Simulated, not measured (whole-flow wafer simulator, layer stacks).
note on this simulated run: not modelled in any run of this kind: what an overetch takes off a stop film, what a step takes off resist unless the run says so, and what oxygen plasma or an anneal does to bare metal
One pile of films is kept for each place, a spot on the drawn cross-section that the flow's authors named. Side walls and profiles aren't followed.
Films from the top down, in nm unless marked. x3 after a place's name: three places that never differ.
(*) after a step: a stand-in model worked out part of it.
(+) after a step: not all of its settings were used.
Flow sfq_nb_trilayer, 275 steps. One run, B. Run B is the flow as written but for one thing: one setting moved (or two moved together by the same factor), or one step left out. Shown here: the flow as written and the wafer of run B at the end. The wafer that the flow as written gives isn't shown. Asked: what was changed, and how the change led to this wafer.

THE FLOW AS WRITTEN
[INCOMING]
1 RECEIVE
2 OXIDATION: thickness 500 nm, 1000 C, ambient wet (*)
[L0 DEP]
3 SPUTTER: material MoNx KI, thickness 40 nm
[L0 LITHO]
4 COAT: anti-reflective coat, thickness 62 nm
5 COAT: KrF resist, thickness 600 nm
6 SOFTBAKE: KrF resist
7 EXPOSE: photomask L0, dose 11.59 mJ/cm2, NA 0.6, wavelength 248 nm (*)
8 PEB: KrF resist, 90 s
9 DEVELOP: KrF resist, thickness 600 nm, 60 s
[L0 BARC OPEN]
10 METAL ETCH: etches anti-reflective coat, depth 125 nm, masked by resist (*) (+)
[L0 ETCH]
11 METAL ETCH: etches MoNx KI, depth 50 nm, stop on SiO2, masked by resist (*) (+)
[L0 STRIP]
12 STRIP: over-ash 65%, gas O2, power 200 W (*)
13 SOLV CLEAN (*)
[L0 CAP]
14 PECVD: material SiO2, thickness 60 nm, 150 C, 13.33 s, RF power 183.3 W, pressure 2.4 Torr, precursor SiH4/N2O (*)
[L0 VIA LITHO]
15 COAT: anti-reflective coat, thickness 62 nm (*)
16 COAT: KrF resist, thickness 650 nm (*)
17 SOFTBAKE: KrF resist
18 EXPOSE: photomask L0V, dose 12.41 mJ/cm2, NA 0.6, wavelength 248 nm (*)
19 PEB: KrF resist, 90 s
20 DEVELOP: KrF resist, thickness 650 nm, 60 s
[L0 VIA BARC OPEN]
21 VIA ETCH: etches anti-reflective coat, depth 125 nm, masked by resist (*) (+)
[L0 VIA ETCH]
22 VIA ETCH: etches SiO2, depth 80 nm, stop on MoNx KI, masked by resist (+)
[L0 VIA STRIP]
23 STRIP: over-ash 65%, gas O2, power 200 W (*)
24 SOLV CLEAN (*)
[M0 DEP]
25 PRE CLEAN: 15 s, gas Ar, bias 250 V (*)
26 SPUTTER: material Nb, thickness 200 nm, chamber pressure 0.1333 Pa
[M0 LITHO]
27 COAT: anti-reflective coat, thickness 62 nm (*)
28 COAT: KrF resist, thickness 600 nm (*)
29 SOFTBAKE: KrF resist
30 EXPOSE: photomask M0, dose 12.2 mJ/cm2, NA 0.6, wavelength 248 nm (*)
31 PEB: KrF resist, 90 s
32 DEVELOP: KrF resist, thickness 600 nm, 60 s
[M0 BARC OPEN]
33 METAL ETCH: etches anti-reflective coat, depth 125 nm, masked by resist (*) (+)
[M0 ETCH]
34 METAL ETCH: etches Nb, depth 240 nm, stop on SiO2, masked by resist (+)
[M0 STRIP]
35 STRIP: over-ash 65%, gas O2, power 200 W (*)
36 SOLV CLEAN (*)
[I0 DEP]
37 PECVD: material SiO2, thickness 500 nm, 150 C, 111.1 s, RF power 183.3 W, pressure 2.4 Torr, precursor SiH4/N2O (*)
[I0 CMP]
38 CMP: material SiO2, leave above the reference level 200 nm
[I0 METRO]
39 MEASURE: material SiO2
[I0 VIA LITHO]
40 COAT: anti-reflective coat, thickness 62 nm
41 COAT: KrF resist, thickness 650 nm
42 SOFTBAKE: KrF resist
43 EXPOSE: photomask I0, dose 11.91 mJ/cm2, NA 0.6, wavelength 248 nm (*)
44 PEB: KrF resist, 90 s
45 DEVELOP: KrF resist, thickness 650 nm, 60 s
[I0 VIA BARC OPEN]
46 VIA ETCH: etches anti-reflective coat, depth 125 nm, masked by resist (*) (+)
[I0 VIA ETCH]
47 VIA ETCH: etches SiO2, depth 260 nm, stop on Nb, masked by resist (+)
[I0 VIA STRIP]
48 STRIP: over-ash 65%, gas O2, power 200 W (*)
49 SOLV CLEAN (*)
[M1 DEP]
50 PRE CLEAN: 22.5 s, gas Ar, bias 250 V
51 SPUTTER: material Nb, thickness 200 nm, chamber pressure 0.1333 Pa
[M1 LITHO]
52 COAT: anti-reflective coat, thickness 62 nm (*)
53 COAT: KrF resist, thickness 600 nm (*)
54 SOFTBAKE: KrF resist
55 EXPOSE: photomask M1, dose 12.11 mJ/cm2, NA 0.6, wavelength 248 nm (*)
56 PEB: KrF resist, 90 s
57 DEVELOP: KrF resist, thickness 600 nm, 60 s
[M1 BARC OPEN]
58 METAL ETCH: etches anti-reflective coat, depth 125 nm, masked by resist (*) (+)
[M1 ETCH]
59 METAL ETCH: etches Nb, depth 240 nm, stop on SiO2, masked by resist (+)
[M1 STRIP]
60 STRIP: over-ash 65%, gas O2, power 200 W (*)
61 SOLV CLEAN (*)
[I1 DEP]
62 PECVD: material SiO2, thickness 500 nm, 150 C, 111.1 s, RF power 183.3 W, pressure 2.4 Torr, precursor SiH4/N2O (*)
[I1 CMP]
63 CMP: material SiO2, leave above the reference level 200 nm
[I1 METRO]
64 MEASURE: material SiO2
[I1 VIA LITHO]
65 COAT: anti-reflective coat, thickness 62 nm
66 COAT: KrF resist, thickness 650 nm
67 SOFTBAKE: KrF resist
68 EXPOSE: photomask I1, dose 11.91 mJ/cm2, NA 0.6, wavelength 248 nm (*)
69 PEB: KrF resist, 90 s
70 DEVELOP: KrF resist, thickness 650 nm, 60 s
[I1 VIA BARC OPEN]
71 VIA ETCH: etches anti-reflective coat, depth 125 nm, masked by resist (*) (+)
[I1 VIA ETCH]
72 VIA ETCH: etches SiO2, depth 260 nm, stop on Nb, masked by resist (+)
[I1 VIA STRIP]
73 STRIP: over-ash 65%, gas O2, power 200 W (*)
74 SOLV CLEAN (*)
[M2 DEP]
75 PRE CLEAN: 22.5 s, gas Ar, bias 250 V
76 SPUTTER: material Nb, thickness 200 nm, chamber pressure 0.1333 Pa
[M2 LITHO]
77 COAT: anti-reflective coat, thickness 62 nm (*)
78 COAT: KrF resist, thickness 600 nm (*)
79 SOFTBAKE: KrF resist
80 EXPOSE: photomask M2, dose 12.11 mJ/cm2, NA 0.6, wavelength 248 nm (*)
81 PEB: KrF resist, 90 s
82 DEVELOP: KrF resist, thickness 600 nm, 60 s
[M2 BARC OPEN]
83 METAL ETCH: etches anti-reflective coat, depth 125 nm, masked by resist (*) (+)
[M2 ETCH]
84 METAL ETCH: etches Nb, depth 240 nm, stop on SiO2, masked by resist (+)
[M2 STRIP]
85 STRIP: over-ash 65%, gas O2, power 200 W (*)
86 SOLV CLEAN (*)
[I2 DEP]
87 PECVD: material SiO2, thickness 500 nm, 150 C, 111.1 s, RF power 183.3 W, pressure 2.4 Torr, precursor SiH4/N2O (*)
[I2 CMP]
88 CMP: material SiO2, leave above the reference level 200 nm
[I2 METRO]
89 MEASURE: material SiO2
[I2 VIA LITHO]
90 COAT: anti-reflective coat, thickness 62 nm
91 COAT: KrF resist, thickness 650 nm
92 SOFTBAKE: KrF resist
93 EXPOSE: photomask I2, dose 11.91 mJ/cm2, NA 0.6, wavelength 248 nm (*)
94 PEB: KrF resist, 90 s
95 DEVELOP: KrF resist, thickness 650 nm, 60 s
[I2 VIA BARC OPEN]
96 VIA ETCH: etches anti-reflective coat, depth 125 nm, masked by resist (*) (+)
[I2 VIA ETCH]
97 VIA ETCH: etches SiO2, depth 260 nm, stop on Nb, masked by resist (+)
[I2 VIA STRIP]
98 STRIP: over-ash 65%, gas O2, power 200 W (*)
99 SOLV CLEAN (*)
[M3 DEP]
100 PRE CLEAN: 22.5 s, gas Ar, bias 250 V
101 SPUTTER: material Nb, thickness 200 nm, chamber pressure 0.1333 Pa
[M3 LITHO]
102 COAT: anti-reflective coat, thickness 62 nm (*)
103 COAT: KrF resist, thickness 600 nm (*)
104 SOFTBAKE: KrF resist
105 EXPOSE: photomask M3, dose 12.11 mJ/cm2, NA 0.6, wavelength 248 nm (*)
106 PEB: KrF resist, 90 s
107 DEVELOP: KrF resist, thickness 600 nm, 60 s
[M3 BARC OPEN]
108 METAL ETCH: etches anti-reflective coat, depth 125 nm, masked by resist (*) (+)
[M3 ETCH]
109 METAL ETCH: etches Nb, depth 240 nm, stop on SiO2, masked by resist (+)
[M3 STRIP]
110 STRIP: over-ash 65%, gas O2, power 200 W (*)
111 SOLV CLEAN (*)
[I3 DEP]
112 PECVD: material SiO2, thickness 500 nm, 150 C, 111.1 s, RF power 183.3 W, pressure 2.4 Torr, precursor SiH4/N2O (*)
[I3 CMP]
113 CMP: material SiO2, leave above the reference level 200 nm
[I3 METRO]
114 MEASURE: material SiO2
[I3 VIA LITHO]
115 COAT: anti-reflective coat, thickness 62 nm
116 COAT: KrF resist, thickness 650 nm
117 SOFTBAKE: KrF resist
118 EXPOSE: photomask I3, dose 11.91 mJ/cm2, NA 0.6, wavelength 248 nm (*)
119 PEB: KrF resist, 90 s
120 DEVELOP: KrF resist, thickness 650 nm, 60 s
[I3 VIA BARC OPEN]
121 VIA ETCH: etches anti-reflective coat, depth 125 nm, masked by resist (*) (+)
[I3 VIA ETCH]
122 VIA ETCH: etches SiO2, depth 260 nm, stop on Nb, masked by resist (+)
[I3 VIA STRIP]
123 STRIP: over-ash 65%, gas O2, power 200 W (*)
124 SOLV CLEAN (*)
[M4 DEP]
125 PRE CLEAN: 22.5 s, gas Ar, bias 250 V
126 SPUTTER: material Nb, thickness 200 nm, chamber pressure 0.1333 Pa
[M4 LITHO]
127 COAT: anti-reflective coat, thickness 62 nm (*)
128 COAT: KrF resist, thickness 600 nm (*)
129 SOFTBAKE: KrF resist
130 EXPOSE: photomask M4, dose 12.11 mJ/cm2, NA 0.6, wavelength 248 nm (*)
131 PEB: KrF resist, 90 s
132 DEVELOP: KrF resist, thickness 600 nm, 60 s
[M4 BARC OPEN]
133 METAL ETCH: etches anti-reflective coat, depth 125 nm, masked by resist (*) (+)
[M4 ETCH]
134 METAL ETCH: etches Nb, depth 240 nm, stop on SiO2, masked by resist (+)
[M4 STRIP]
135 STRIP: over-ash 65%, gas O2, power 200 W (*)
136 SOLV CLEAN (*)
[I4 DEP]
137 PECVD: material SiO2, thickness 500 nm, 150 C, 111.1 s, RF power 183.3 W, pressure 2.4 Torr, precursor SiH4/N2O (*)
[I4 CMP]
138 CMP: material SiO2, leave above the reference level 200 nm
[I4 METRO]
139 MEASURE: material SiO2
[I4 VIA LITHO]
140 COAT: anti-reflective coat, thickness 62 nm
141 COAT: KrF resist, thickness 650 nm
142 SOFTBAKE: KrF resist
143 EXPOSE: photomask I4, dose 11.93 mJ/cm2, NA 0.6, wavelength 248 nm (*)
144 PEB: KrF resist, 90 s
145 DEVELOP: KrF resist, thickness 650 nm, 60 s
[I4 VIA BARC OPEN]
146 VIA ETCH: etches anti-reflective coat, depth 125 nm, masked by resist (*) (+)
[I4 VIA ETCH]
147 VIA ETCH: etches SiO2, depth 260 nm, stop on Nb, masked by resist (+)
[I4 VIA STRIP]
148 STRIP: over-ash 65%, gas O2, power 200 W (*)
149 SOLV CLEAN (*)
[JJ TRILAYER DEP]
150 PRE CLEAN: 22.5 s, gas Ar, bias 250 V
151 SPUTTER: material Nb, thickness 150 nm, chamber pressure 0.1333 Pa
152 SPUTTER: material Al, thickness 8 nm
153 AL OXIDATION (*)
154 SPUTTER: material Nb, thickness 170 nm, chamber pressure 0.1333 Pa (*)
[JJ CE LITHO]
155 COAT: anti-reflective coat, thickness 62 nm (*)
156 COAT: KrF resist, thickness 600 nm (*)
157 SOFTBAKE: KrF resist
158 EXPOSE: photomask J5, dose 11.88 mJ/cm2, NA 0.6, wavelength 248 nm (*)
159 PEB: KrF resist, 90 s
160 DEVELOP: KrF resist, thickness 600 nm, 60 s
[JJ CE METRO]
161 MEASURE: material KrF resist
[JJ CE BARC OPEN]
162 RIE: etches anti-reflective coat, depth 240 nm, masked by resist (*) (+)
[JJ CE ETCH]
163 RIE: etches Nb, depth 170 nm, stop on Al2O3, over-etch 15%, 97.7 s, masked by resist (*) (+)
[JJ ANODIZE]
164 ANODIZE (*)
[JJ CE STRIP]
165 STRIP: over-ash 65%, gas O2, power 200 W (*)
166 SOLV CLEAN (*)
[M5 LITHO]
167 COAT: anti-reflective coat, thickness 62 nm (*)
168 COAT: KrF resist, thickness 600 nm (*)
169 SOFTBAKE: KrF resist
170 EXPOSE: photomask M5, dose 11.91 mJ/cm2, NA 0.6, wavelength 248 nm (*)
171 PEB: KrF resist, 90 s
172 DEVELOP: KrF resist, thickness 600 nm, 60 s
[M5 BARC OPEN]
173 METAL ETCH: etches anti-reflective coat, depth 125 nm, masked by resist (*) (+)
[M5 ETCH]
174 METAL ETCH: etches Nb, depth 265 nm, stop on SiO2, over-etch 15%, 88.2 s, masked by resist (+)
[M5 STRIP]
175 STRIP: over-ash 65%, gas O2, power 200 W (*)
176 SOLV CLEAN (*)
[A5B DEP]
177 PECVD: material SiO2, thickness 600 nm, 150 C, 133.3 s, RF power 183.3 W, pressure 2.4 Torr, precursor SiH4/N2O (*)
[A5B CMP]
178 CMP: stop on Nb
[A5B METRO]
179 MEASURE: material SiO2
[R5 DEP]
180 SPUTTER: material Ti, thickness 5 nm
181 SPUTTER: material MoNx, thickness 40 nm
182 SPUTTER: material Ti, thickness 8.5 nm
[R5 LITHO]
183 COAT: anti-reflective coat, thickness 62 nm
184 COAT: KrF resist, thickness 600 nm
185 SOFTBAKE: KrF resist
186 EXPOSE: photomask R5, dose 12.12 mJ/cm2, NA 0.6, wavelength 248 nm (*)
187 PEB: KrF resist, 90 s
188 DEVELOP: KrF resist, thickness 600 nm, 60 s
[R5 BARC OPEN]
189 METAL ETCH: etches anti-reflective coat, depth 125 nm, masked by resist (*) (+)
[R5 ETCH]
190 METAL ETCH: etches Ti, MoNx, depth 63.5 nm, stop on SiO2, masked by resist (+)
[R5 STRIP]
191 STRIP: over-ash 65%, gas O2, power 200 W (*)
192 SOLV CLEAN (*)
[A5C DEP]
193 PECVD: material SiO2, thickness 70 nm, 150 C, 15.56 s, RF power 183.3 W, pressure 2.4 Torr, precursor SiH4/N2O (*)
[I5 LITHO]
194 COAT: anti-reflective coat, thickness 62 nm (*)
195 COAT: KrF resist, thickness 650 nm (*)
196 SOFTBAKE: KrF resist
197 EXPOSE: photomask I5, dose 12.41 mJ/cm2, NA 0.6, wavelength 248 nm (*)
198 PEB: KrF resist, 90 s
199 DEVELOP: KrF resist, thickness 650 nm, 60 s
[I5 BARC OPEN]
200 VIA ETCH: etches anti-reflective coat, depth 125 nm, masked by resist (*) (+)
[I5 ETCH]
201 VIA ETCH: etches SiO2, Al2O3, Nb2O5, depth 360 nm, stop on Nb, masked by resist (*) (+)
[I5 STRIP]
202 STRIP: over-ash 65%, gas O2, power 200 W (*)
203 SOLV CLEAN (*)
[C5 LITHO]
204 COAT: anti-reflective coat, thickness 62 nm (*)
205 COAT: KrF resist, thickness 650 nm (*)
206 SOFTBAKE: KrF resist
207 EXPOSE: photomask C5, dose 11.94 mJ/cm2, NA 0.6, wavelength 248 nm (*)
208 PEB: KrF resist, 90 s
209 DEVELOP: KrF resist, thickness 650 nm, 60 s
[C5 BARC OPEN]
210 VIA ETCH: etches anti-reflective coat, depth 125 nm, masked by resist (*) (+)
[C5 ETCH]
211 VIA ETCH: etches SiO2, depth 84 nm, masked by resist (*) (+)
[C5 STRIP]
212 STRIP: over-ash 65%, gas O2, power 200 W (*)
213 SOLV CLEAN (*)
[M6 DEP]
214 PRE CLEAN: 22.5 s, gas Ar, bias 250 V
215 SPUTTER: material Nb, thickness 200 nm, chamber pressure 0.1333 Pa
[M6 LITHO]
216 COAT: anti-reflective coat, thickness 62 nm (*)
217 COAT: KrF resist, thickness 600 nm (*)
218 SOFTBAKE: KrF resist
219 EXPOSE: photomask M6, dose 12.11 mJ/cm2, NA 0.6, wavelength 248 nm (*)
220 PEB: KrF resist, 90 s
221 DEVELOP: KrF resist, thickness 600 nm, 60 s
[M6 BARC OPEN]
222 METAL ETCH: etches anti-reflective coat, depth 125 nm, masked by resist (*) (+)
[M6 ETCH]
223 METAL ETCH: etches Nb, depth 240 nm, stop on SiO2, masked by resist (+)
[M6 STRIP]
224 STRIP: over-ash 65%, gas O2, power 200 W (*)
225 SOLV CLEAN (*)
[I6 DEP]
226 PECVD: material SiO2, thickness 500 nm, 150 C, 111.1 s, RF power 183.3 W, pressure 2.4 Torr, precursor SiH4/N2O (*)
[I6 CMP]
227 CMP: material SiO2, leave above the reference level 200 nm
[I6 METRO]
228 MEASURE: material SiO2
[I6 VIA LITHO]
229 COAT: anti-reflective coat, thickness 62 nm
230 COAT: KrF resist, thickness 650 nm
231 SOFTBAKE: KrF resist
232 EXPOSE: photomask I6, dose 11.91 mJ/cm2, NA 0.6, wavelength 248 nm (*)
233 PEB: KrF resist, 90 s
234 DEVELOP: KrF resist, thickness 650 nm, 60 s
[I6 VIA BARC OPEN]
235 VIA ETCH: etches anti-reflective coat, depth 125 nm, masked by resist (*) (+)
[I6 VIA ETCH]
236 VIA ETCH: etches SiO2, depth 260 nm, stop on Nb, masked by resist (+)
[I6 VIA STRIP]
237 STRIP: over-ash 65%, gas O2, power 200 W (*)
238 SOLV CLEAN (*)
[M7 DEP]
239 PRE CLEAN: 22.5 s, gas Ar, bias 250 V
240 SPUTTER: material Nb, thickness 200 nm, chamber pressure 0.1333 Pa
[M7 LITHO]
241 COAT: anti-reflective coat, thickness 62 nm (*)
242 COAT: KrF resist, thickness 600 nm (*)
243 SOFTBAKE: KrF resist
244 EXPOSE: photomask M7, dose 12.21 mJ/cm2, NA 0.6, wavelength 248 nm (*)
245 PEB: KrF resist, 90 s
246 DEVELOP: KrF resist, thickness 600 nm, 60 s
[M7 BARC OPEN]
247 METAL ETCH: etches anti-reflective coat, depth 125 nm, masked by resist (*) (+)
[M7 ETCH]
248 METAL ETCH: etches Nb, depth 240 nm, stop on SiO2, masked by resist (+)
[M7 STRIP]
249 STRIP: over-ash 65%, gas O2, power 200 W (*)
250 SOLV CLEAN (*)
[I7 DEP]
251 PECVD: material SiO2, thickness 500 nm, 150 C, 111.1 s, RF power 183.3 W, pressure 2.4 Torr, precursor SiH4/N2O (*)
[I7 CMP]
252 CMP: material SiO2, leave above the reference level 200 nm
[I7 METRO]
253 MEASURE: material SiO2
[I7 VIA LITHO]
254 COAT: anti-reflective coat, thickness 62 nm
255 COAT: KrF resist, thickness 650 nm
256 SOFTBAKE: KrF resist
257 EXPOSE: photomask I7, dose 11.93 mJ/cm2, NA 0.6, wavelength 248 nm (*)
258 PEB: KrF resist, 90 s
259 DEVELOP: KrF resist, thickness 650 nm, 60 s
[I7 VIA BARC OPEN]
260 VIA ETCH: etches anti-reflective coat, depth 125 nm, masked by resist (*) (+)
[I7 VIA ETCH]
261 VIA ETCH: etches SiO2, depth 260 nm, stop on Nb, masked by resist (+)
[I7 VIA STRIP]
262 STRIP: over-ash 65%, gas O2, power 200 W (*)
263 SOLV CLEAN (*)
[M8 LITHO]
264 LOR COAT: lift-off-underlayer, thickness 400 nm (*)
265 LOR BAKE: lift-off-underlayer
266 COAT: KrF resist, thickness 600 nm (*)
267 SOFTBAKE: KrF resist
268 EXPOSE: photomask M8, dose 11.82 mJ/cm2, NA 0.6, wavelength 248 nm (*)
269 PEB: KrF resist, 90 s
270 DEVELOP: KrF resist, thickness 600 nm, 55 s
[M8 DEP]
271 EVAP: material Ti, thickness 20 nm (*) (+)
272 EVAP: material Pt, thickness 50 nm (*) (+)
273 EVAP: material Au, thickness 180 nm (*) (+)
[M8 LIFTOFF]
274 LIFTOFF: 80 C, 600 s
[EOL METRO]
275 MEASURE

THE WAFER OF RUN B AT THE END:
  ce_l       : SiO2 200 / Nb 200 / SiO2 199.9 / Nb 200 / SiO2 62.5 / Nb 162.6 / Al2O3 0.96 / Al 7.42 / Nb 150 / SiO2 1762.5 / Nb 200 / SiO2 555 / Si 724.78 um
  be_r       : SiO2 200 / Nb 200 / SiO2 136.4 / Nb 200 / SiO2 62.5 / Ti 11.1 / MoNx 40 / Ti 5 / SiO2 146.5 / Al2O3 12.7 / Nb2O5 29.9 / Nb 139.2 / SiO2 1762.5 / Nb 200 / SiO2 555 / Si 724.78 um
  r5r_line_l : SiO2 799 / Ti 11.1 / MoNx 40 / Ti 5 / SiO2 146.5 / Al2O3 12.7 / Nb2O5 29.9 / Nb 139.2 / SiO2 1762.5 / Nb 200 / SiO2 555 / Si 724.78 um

The cause: step 182, SPUTTER: thickness 11.05 nm was run, where the flow has thickness 8.5 nm.
It can be read off the wafer: be_r has Ti 11.1, and step 182 as written asks for 8.5 nm.

How the change led to this, step by step:
  182 SPUTTER: material Ti, thickness 8.5 nm
      field_l, v_sur, via_wl and 103 more: Ti +11.1 (new film) (as written it would be: Ti +8.5 (new film))
  190 METAL ETCH: etches Ti, MoNx, depth 63.5 nm, stop on SiO2, masked by resist (+)
      field_l, v_sur, via_wl and 92 more: Ti -11.1 (all of it), MoNx -40 (all of it), Ti -5 (all of it) (as written it would be: Ti -8.5 (all of it), MoNx -40 (all of it), Ti -5 (all of it))
      ce_l, c5j, ce_r, wl_jj: Ti -11.1 (all of it), MoNx -40 (all of it), Ti -5 (all of it), Nb -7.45 (as written it would be: Ti -8.5 (all of it), MoNx -40 (all of it), Ti -5 (all of it), Nb -10)
  194 COAT: anti-reflective coat, thickness 62 nm (*)
      ce_r: anti-reflective coat +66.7 (new film) (as written it would be: anti-reflective coat +68.1 (new film))
  202 STRIP: over-ash 65%, gas O2, power 200 W (*)
      ce_r: KrF resist -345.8 (all of it), anti-reflective coat -66.7 (all of it) (as written it would be: KrF resist -346.1 (all of it), anti-reflective coat -68.1 (all of it))
